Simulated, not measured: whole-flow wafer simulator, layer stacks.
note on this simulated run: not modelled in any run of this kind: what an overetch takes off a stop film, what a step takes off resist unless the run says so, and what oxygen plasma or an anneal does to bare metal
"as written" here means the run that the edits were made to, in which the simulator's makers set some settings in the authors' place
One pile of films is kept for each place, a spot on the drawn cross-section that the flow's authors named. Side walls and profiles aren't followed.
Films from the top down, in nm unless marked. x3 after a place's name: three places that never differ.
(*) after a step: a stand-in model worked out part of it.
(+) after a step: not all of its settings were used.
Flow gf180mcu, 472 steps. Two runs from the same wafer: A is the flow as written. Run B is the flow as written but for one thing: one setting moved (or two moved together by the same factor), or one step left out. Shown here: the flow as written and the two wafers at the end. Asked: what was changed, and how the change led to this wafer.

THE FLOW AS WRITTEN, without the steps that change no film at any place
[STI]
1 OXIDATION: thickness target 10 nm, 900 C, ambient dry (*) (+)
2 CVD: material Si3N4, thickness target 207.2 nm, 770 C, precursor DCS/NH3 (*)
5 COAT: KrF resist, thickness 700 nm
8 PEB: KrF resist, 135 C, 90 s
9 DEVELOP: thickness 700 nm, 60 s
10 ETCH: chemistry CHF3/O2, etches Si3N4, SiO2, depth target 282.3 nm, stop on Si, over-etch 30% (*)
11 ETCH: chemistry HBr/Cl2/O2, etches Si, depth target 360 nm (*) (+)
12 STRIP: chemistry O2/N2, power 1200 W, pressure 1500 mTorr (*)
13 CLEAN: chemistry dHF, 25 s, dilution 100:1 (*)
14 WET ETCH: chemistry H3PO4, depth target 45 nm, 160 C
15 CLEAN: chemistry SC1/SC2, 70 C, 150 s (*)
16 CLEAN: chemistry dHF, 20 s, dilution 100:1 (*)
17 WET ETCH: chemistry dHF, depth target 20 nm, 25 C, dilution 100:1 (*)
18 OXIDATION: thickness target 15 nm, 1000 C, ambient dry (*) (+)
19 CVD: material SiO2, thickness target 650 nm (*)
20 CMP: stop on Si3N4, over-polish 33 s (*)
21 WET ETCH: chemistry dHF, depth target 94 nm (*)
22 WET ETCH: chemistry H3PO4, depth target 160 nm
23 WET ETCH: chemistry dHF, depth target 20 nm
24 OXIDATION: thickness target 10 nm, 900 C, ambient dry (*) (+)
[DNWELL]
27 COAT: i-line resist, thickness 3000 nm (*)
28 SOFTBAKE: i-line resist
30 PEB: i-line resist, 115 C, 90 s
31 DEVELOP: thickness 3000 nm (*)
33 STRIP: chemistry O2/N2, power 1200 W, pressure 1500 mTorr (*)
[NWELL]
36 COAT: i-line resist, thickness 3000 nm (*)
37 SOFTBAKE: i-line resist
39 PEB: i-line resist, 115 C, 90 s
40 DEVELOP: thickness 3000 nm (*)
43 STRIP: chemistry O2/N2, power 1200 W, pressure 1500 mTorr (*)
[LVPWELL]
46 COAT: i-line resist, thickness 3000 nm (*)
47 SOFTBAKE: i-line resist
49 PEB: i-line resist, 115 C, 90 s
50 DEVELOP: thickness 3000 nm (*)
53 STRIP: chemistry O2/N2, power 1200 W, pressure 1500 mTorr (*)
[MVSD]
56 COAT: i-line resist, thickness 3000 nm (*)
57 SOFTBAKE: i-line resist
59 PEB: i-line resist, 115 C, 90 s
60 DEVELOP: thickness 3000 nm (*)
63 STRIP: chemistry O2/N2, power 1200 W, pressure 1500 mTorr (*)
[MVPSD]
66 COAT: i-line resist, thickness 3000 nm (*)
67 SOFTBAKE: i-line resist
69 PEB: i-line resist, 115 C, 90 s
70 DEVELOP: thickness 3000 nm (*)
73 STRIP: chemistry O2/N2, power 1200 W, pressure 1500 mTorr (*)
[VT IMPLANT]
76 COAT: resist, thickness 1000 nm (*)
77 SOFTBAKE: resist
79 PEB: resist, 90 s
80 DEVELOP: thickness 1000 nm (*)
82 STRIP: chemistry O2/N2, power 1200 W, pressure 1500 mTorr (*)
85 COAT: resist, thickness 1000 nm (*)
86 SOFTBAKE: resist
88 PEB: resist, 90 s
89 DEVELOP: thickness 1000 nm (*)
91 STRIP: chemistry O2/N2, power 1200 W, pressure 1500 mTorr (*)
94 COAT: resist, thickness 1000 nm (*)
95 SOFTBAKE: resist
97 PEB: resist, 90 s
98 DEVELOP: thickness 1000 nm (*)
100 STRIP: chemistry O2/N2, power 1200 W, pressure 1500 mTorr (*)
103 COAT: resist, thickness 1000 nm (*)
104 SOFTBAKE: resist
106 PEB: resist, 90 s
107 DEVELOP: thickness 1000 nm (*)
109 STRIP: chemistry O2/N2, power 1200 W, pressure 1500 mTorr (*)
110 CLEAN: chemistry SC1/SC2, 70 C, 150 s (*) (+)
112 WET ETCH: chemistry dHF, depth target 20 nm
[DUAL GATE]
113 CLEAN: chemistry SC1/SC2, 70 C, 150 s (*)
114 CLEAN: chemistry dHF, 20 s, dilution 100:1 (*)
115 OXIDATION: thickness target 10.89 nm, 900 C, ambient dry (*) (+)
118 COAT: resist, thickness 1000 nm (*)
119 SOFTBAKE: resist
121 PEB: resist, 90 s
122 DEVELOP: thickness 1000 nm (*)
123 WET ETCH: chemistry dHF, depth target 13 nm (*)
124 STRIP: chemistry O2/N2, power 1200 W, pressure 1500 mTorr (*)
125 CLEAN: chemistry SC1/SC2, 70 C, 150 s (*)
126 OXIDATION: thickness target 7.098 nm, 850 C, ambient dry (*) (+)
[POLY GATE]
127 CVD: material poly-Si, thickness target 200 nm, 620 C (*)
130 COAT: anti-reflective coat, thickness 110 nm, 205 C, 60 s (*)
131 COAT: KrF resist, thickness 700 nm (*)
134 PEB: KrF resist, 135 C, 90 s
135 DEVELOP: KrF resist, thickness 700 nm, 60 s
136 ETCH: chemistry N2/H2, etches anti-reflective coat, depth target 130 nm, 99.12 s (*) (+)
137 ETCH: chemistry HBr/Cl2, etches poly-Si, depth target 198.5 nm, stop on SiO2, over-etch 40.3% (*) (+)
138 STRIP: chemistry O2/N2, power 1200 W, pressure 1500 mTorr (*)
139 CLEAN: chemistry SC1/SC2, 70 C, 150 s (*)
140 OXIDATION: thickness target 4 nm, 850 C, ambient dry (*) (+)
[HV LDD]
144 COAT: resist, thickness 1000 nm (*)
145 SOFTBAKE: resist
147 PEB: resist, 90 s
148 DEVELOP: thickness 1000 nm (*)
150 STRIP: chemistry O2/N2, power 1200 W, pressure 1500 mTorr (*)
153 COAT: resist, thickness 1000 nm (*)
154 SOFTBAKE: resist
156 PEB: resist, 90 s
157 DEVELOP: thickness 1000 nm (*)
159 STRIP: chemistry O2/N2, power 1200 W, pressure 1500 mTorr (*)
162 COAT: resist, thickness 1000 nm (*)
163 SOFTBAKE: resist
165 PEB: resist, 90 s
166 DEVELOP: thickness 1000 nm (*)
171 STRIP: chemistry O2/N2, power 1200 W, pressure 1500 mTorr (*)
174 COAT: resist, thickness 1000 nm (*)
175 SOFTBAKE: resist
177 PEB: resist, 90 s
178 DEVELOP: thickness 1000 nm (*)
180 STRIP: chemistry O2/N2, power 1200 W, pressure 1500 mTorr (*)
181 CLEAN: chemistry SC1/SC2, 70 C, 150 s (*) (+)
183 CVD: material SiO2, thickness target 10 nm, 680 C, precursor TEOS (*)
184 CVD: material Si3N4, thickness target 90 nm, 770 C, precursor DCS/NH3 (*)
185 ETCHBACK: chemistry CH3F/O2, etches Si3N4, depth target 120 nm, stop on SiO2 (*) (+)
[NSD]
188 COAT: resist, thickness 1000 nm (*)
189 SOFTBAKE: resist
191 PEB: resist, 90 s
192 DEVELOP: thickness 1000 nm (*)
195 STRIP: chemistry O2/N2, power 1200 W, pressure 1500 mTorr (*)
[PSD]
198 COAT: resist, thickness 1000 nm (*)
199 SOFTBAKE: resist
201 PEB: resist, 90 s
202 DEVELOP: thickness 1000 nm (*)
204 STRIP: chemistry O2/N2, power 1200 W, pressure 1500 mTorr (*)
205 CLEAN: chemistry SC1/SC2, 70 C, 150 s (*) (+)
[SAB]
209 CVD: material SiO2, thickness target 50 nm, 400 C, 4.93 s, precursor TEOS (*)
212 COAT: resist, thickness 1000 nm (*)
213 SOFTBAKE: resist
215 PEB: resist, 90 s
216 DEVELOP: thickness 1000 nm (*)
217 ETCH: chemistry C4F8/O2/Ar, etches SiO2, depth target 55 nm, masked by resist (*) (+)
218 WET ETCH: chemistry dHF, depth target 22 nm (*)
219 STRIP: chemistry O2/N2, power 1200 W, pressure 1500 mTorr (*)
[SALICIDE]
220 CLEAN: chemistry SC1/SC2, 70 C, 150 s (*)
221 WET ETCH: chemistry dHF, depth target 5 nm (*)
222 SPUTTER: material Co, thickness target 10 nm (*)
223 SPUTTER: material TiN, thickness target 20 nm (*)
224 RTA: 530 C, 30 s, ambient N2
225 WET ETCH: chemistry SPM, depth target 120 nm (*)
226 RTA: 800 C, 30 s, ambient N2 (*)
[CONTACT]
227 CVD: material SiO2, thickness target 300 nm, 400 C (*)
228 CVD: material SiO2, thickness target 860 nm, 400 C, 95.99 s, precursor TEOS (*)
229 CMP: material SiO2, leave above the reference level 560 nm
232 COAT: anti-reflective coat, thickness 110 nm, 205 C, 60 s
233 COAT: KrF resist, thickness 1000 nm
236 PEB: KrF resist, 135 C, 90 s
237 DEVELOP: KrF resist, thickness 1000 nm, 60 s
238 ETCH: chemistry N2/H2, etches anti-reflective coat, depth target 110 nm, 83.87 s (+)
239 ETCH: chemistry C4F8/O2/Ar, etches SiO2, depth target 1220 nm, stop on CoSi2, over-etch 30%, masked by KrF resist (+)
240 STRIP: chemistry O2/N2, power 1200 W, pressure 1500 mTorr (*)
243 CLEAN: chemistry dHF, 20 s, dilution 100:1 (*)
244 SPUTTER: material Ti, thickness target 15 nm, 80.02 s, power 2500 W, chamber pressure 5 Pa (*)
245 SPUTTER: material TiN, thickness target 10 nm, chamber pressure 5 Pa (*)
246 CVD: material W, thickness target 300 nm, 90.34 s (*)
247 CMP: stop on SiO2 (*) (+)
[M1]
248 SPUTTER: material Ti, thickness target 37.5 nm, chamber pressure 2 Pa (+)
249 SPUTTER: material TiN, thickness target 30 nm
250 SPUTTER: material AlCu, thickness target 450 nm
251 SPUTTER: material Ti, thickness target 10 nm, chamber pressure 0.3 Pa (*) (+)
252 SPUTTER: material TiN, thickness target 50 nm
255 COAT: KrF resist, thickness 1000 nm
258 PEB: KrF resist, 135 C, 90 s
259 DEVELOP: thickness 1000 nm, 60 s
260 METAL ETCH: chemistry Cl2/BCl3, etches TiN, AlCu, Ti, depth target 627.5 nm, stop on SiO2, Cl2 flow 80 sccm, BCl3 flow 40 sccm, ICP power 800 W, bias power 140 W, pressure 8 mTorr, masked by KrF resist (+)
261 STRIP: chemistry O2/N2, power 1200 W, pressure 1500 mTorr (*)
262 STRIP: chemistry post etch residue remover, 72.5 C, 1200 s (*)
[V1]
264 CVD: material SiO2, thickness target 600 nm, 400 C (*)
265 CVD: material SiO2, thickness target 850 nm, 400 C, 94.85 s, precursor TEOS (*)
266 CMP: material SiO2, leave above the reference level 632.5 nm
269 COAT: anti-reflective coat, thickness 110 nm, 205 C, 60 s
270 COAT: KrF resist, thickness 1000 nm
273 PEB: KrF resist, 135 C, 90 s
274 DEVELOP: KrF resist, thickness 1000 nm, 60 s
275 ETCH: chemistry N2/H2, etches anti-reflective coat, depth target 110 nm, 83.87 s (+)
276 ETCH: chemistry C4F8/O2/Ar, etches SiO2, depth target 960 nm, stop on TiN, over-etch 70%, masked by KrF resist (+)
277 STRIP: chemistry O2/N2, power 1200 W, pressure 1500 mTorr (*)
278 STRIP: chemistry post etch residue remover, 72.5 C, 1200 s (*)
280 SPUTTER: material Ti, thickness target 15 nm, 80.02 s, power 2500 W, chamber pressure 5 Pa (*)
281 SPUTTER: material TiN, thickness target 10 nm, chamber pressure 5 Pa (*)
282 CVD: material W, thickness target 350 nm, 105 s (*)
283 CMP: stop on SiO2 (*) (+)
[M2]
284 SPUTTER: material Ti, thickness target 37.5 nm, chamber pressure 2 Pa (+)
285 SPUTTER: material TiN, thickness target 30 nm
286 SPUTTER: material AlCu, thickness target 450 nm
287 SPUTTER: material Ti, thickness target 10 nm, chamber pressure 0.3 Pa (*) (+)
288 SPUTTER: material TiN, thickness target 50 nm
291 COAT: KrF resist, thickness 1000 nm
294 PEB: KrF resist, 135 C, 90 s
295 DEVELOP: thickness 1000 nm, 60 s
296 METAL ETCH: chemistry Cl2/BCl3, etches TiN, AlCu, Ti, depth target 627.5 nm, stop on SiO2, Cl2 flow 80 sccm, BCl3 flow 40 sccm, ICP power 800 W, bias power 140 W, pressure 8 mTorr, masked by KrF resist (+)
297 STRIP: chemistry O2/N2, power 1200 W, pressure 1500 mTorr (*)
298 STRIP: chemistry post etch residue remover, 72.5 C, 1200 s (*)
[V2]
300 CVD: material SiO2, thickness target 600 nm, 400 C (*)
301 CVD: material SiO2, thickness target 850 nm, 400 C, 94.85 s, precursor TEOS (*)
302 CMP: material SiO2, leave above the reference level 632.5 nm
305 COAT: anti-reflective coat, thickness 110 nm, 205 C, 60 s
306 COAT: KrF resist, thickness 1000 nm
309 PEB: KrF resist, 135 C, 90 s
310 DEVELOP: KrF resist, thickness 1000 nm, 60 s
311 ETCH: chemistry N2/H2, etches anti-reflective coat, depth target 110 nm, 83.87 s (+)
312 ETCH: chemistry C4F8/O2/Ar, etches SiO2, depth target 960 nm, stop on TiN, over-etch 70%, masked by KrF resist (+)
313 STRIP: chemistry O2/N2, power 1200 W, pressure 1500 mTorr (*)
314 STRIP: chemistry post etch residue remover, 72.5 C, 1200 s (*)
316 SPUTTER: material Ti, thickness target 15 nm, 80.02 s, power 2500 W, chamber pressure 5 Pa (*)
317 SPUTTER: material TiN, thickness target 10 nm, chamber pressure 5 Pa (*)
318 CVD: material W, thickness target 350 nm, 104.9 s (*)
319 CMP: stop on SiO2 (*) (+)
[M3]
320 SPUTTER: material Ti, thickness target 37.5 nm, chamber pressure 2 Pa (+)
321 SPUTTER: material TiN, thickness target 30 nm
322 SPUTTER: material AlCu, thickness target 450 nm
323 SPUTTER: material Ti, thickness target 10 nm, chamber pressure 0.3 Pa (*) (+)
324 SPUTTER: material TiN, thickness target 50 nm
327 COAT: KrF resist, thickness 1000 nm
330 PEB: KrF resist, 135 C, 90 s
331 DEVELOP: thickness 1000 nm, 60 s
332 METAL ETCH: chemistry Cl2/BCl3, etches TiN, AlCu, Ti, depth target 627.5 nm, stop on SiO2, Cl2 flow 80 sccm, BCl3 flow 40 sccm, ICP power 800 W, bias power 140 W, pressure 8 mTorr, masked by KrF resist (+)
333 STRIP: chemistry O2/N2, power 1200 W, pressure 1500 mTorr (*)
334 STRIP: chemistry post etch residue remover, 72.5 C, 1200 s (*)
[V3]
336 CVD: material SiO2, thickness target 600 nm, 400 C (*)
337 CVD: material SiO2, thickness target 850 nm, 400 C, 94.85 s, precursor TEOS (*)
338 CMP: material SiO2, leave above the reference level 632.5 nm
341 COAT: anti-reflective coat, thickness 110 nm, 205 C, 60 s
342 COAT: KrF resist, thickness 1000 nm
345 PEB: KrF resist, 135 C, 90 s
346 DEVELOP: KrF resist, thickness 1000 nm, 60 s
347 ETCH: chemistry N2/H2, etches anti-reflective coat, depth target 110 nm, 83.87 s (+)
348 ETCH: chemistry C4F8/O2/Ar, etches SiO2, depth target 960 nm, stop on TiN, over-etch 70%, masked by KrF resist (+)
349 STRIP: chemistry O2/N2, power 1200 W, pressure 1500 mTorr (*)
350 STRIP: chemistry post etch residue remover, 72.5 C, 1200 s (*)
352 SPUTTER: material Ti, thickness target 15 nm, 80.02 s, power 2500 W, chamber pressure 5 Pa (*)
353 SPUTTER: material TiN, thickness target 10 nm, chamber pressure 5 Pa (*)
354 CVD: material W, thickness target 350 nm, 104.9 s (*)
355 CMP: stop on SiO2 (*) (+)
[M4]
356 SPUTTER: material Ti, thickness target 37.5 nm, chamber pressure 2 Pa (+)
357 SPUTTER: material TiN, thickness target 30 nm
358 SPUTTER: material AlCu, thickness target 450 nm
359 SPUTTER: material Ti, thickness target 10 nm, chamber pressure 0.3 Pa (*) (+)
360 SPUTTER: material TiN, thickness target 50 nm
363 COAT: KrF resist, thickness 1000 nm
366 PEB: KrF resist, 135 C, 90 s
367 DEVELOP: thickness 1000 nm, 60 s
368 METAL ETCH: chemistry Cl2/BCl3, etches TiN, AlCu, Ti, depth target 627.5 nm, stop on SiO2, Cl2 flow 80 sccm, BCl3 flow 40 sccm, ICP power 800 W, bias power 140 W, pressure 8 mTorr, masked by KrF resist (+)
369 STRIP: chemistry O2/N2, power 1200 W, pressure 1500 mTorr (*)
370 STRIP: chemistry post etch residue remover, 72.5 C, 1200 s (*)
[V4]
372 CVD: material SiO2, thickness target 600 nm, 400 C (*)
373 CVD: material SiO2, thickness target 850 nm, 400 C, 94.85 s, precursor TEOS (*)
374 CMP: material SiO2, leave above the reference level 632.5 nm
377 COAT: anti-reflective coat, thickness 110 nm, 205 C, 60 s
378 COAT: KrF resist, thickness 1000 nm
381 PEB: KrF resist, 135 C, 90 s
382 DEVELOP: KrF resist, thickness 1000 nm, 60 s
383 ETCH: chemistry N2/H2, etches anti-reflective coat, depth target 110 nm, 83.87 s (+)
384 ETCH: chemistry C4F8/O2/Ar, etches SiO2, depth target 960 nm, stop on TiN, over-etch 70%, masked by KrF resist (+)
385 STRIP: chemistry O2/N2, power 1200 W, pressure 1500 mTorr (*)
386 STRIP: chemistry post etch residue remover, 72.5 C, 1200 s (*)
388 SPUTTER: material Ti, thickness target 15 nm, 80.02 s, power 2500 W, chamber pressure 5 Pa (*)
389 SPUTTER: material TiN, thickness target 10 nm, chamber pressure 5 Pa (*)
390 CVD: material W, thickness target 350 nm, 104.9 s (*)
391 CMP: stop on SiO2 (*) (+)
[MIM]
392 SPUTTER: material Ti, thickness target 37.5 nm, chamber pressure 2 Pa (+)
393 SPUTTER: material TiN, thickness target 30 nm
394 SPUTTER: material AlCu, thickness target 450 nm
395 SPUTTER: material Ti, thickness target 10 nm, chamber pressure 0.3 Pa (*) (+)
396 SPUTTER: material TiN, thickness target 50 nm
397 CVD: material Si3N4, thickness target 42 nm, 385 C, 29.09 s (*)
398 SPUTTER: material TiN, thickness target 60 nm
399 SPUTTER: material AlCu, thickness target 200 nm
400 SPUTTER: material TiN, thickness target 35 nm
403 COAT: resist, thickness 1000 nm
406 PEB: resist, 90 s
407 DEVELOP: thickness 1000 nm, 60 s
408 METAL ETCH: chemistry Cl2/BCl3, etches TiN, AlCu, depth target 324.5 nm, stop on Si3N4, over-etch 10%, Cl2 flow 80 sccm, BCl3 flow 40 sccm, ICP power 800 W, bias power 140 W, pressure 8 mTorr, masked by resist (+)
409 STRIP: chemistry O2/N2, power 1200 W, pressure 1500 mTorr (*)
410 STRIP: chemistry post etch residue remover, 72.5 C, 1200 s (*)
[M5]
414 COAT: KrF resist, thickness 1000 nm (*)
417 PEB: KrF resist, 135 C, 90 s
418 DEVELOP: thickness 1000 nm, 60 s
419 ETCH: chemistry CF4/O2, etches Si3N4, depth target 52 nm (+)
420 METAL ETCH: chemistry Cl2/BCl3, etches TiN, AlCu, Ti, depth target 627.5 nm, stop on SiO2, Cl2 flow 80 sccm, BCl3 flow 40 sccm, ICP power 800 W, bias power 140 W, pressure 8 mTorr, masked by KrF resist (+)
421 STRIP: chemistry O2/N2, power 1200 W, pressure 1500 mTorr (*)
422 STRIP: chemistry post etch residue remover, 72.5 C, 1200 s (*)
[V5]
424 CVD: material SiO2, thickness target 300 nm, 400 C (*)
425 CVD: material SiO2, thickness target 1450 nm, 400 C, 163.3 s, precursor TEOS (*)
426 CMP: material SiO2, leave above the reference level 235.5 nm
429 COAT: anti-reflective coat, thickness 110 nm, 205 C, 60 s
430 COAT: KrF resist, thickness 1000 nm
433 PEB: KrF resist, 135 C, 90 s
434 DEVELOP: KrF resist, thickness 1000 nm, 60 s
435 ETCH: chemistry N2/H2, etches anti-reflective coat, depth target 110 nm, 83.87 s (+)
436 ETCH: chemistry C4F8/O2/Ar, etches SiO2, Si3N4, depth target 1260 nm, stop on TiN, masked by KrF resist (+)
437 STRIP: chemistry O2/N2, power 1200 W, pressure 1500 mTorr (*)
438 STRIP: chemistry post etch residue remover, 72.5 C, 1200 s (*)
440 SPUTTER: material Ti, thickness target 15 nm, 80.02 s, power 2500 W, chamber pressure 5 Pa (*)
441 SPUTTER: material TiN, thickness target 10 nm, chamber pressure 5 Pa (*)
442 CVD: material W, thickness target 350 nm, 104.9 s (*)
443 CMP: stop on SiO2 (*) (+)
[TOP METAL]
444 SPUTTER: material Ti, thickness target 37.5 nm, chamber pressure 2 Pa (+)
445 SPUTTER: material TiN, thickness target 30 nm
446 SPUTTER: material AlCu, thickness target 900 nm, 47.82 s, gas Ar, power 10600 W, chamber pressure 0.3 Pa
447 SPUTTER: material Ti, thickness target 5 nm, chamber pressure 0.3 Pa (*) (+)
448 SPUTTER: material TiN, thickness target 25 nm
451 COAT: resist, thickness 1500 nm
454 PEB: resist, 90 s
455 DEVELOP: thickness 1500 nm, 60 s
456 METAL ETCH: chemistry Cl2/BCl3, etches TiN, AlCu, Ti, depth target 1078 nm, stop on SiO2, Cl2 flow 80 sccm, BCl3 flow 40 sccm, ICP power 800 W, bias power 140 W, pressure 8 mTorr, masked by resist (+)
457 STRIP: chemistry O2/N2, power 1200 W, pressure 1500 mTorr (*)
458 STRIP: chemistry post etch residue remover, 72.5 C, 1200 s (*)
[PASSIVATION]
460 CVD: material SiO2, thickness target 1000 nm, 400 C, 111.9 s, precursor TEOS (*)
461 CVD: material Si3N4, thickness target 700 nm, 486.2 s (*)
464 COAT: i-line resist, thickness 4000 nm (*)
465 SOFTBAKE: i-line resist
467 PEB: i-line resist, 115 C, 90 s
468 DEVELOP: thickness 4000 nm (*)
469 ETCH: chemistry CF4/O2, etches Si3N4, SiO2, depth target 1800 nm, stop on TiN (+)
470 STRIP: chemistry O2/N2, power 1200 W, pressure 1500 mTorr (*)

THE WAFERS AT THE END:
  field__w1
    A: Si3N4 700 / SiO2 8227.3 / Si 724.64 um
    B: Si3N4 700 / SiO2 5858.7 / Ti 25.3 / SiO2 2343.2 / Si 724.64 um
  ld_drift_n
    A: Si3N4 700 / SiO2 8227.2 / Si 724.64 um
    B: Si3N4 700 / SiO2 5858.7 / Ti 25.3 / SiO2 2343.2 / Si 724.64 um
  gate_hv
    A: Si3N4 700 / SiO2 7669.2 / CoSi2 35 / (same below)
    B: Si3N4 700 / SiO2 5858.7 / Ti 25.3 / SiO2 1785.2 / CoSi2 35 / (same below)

The cause: step 296, METAL ETCH: depth target 552.2 nm was run, where the flow has depth target 627.5 nm.

How the change led to this, step by step:
  296 METAL ETCH: chemistry Cl2/BCl3, etches TiN, AlCu, Ti, depth target 627.5 nm, stop on SiO2, Cl2 flow 80 sccm, BCl3 flow 40 sccm, ICP power 800 W, bias power 140 W, pressure 8 mTorr, masked by KrF resist (+)
      field, field__w1, field__w2 and 103 more: A TiN -50 (all of it), Ti -10 (all of it), AlCu -450 (all of it), TiN -30 (all of it), Ti -37.5 (all of it) | B TiN -50 (all of it), Ti -10 (all of it), AlCu -450 (all of it), TiN -30 (all of it), Ti -12.2
      field__w8, contact, m1, m1__w1, m1_nw: A KrF resist -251 | B KrF resist -220.9
  297 STRIP: chemistry O2/N2, power 1200 W, pressure 1500 mTorr (*)
      field__w8, contact, m1, m1__w1, m1_nw: A KrF resist -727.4 (all of it) | B KrF resist -757.5 (all of it)
  300 CVD: material SiO2, thickness target 600 nm, 400 C (*)
      field, field__w1, field__w2 and 103 more: A SiO2 +600 | B SiO2 +600 (new film)
  302 CMP: material SiO2, leave above the reference level 632.5 nm
      field, field__w1, field__w2 and 103 more: A SiO2 -300 | B SiO2 -325.3
Counting metal films that touch as one body, field__w1 has 1 body; the flow as written gives 0 bodies.
Counting metal films that touch as one body, ld_drift_n has 1 body; the flow as written gives 0 bodies.
Counting metal films that touch as one body, gate_hv has 2 bodies (between them, from the top down: SiO2 1785.2); the flow as written gives 1 body.
